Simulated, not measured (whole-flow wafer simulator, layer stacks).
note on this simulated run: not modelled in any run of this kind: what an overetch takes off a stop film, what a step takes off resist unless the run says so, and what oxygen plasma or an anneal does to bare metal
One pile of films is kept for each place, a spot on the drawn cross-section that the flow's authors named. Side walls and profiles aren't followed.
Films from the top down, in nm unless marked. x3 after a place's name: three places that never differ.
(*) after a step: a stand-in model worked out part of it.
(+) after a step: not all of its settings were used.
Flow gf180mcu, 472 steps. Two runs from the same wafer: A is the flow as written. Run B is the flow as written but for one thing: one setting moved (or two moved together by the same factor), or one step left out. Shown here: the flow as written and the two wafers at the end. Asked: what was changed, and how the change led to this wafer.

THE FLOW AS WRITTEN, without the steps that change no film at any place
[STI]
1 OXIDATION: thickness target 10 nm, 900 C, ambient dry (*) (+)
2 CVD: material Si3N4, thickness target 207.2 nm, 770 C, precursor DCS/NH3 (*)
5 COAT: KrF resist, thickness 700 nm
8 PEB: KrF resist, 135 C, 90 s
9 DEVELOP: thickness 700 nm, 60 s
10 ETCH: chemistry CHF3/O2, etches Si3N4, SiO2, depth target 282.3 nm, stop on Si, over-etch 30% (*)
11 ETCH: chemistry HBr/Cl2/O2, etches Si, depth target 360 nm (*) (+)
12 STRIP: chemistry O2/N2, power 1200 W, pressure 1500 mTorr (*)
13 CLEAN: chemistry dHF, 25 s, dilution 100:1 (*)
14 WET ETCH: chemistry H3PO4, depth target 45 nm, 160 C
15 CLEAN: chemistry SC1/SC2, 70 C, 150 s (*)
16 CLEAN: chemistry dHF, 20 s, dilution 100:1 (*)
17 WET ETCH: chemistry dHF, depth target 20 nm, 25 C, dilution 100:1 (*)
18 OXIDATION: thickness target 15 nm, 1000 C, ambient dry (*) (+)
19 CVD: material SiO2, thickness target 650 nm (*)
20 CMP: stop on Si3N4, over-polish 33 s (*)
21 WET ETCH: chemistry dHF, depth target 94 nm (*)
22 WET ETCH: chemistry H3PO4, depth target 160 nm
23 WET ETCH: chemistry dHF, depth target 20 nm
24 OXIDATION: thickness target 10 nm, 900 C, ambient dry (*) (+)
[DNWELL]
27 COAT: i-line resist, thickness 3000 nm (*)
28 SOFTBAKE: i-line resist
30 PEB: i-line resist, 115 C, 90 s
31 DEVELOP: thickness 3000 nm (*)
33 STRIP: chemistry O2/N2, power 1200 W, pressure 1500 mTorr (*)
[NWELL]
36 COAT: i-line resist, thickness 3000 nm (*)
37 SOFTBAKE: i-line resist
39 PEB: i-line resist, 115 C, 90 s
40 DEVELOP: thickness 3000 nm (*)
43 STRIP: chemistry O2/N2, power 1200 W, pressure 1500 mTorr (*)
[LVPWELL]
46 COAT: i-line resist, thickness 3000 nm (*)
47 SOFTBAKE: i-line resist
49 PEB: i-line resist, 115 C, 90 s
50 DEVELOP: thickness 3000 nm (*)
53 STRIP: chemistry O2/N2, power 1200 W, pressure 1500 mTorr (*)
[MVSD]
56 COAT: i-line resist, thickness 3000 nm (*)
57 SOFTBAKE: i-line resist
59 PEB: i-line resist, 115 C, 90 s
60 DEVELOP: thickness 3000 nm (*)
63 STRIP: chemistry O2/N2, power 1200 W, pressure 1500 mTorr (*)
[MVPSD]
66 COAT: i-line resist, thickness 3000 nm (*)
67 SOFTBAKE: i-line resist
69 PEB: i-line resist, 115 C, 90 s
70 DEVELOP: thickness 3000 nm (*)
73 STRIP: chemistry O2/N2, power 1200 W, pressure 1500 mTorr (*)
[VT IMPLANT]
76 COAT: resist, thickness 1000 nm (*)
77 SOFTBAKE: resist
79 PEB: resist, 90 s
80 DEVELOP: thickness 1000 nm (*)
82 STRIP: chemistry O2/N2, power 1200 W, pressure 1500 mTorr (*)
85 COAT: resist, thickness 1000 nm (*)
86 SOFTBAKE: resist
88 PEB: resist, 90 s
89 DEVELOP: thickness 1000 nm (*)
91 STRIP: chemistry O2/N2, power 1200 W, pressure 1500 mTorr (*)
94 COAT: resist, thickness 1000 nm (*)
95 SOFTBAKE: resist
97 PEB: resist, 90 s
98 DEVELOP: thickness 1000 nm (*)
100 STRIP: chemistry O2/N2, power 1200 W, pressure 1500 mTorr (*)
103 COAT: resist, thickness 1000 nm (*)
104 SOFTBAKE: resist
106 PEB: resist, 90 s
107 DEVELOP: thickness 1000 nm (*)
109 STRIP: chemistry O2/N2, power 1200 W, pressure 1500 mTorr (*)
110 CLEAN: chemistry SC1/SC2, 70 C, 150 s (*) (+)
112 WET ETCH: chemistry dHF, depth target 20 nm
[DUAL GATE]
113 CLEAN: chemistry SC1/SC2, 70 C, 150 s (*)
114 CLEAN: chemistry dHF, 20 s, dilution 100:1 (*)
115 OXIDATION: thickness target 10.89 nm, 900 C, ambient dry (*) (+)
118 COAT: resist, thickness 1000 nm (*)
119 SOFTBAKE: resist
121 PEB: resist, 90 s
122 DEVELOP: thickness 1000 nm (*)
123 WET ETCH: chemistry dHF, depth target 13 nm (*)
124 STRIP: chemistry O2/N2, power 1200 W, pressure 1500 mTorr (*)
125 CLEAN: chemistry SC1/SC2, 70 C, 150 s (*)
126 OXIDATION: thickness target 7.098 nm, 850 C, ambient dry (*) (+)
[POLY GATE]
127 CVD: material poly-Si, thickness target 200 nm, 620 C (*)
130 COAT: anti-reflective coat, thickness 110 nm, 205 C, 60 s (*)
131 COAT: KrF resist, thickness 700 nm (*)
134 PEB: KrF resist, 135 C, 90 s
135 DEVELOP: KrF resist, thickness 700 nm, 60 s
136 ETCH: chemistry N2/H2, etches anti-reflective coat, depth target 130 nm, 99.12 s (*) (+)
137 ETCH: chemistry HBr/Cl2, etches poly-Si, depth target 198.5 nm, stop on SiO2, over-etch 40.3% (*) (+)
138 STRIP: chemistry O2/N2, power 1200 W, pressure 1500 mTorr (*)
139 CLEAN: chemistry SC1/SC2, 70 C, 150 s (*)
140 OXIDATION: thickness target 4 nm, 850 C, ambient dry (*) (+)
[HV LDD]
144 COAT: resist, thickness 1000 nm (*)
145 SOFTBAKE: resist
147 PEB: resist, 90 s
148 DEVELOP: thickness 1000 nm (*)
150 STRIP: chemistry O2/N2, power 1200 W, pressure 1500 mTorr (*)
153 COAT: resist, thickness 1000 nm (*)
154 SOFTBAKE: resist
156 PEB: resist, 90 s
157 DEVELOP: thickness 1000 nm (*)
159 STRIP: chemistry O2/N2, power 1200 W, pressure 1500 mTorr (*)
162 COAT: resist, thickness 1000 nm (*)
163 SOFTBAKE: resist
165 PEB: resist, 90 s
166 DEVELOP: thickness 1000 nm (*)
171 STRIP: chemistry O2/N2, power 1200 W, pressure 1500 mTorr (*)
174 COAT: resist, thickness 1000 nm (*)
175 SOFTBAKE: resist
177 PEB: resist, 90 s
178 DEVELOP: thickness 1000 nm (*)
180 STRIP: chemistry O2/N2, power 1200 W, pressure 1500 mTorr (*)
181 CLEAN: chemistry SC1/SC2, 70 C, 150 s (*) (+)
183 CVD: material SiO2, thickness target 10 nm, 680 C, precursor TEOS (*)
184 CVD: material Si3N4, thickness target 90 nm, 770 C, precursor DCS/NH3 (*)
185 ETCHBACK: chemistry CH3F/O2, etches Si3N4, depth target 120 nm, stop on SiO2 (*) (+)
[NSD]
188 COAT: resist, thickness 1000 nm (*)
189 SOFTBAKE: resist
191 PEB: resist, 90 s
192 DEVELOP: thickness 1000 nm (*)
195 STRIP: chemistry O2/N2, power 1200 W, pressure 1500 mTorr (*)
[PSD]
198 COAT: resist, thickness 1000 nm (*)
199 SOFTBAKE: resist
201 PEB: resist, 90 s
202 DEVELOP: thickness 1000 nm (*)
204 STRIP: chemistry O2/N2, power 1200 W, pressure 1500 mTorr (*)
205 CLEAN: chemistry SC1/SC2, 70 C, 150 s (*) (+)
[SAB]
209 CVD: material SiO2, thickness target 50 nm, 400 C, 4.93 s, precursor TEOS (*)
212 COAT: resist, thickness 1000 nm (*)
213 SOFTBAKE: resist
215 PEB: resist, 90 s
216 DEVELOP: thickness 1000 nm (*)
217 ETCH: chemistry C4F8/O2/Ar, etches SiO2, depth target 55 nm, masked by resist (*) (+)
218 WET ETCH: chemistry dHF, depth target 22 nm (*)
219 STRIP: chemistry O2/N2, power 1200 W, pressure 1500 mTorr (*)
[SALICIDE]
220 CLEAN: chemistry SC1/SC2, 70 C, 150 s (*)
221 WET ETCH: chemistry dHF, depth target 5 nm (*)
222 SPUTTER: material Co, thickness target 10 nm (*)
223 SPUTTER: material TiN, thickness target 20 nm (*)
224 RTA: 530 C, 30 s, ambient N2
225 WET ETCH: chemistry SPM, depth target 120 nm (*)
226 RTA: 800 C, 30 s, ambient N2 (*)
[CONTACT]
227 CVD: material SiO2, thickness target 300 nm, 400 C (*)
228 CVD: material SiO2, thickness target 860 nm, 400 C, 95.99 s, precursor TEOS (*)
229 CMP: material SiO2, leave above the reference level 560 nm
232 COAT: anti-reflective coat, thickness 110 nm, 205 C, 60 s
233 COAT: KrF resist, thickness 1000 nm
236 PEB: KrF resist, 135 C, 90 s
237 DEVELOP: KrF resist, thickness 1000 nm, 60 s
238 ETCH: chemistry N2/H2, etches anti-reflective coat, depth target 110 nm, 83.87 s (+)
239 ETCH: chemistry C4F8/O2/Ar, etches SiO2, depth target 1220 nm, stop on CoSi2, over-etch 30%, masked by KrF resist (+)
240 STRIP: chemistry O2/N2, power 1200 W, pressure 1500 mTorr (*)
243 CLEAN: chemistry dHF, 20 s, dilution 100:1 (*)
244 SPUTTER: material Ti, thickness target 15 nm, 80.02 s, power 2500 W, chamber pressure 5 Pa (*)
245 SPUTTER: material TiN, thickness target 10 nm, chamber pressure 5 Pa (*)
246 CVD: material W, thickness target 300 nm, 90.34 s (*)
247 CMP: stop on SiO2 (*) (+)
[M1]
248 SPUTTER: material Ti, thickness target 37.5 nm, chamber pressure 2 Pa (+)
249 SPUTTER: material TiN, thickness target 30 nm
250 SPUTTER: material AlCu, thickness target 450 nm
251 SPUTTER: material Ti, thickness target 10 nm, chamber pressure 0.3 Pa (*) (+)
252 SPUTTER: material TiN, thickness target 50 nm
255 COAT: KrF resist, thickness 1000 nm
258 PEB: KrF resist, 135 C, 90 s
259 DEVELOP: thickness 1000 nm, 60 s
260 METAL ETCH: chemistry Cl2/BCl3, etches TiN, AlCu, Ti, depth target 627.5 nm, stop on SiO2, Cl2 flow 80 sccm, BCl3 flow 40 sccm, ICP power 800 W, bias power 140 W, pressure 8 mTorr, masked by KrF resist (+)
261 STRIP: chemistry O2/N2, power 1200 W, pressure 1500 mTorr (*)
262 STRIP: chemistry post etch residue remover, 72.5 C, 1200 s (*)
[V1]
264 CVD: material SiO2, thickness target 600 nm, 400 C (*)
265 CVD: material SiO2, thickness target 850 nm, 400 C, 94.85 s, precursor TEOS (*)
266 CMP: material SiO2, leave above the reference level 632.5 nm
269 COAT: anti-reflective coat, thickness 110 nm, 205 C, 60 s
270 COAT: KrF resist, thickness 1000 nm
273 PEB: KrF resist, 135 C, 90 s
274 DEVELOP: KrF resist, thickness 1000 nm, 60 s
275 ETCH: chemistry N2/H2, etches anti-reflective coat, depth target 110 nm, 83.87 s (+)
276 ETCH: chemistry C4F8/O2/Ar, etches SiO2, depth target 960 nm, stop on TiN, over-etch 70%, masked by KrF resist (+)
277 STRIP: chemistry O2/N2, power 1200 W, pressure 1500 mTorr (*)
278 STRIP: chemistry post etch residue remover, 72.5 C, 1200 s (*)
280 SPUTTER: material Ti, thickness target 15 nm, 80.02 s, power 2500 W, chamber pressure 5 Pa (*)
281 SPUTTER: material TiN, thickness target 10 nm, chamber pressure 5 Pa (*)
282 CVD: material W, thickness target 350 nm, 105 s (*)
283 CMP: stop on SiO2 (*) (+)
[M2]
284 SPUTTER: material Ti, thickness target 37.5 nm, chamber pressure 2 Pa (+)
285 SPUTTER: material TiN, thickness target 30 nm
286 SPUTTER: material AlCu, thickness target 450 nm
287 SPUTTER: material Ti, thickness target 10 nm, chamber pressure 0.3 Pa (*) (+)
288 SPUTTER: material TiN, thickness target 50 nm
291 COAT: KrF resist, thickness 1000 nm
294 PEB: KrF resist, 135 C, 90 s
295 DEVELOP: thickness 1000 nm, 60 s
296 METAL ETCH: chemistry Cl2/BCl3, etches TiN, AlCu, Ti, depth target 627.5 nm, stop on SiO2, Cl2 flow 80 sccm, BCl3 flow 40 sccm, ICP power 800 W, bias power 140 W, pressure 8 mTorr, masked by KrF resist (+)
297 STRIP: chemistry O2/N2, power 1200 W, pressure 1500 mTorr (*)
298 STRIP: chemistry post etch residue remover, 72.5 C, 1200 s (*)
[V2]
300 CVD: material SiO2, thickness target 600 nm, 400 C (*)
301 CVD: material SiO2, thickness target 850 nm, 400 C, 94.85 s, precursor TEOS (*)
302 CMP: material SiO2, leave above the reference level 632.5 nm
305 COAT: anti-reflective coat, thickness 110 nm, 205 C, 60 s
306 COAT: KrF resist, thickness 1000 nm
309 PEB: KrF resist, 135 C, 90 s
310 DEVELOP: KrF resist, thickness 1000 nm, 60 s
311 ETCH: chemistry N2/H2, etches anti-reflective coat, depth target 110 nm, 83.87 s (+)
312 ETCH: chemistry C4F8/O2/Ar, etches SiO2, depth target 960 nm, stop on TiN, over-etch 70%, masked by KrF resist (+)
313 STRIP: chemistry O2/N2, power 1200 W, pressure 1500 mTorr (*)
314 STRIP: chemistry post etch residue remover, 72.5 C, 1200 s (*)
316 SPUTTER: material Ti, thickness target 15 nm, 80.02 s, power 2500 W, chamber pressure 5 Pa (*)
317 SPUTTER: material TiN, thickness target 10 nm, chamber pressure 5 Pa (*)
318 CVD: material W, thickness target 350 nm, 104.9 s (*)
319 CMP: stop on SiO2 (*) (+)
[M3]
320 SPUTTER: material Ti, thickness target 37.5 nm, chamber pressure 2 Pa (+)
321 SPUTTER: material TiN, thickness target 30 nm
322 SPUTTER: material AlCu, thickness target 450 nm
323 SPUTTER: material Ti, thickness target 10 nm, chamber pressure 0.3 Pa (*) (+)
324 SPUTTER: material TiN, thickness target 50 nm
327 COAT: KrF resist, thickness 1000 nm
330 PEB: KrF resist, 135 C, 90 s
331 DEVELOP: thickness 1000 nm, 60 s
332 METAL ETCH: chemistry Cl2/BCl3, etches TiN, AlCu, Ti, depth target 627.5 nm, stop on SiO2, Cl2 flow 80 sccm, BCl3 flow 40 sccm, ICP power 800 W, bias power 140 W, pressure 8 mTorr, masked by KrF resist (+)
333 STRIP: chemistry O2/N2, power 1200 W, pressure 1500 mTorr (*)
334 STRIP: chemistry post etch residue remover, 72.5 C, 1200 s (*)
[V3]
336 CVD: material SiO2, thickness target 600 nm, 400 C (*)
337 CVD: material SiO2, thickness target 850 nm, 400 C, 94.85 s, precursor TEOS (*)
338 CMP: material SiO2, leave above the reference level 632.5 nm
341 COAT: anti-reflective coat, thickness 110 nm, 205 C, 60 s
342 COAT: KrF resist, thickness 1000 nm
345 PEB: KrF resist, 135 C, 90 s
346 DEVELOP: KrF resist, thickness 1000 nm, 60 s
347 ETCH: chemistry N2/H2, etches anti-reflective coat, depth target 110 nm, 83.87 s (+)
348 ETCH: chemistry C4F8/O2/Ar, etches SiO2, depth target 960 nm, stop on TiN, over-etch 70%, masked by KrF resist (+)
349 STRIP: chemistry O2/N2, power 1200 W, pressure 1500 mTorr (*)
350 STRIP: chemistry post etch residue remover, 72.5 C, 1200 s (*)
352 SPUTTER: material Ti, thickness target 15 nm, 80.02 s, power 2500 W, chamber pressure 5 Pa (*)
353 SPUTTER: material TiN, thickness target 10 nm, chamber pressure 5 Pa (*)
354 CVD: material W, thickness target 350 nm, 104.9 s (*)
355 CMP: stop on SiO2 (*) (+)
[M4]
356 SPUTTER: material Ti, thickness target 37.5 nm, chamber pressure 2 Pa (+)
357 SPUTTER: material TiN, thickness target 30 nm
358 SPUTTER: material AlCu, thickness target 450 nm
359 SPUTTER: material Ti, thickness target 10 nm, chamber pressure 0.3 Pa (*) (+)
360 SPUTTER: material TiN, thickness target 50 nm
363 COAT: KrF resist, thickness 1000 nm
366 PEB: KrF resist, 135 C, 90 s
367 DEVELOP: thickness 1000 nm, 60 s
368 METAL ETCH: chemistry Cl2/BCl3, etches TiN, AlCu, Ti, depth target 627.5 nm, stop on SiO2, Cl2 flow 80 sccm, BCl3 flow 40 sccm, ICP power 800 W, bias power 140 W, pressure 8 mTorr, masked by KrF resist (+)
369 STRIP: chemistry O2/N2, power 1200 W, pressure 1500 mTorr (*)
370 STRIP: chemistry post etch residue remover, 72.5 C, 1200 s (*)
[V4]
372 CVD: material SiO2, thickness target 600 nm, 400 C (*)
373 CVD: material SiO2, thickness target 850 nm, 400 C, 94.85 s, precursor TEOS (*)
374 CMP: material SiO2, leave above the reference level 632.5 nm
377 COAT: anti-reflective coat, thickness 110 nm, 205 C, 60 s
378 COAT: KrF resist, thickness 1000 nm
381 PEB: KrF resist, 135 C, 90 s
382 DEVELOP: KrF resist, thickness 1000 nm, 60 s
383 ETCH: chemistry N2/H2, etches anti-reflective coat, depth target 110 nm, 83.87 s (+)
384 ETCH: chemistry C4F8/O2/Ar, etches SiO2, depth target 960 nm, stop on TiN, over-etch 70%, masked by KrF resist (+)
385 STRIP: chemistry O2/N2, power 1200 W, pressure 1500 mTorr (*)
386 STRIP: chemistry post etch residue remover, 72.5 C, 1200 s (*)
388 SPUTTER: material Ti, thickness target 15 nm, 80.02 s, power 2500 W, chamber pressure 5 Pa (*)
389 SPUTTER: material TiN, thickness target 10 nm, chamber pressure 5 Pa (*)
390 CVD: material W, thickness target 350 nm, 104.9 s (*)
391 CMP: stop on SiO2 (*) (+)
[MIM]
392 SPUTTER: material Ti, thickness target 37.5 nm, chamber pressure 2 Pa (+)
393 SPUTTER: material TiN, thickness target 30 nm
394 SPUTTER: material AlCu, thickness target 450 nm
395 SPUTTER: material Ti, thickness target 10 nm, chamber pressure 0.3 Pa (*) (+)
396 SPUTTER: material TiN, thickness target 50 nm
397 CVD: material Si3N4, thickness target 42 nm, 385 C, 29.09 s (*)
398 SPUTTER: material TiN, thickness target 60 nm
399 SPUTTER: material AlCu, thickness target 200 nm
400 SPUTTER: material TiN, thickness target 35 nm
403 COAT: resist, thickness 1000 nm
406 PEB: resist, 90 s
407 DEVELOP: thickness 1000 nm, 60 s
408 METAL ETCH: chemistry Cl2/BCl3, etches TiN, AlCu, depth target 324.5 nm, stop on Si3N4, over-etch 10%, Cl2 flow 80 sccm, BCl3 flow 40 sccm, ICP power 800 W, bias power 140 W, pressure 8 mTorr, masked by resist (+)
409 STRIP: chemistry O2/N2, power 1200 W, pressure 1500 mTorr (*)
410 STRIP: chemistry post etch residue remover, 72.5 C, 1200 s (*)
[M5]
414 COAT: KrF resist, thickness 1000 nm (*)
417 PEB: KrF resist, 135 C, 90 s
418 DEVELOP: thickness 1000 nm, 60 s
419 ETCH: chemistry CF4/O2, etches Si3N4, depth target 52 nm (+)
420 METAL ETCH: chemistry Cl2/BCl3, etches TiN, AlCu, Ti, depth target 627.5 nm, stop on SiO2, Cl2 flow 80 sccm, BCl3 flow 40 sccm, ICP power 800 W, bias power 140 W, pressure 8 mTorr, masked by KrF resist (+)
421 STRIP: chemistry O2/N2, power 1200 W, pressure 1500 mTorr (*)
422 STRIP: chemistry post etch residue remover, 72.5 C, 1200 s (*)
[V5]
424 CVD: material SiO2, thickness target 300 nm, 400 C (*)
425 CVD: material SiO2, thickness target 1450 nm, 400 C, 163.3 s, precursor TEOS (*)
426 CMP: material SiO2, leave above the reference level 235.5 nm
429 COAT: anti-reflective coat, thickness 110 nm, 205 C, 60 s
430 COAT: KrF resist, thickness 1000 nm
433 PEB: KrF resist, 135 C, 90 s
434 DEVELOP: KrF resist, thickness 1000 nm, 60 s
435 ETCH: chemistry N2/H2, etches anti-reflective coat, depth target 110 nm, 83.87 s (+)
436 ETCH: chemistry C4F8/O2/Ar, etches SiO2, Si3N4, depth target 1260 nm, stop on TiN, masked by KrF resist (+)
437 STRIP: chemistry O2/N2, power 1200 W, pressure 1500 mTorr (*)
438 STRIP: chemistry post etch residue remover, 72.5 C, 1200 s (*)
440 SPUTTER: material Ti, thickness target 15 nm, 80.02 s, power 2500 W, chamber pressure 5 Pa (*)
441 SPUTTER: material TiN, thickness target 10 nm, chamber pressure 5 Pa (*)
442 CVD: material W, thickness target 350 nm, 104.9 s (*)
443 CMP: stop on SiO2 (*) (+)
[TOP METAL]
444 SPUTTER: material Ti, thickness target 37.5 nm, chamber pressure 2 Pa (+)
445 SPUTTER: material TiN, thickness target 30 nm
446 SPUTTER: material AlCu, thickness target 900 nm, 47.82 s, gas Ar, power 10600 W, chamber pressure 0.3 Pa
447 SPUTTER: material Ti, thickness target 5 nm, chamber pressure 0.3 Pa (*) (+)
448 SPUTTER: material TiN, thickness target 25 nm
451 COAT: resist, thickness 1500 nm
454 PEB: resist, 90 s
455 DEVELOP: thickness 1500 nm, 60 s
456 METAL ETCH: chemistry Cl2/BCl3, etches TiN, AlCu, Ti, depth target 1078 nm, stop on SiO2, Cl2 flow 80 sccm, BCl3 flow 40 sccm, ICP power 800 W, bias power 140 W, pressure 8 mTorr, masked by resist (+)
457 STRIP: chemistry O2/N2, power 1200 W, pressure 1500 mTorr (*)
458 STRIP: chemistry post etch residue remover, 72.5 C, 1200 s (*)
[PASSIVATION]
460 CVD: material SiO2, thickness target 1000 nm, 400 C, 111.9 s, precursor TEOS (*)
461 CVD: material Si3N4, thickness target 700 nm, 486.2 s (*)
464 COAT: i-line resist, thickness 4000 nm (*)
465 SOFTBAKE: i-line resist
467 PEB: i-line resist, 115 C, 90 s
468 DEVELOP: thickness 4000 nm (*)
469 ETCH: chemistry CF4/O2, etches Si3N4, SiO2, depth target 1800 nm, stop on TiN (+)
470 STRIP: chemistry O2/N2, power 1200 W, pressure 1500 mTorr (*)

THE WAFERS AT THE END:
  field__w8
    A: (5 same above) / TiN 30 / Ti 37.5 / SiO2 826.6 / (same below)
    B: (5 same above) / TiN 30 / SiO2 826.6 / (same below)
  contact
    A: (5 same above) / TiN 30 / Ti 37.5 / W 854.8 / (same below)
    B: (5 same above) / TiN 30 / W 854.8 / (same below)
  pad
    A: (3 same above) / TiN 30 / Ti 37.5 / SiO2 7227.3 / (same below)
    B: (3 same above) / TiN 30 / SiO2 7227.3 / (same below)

The cause: step 444, SPUTTER: material Ti, thickness target 37.5 nm, chamber pressure 2 Pa (+), was left out.

How the change led to this, step by step:
  456 METAL ETCH: chemistry Cl2/BCl3, etches TiN, AlCu, Ti, depth target 1078 nm, stop on SiO2, Cl2 flow 80 sccm, BCl3 flow 40 sccm, ICP power 800 W, bias power 140 W, pressure 8 mTorr, masked by resist (+)
      field, field__w1, field__w2 and 103 more: A TiN -25 (all of it), Ti -5 (all of it), AlCu -900 (all of it), TiN -30 (all of it), Ti -37.5 (all of it) | B TiN -25 (all of it), Ti -5 (all of it), AlCu -900 (all of it), TiN -30 (all of it)
  465 SOFTBAKE: i-line resist
      field__w5, field__w9: A i-line resist +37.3 | B i-line resist +35.3
      field__w13, nw_enc_fld_lv__w4: A i-line resist +37.9 | B i-line resist +35.9
      (and at 64 more places)
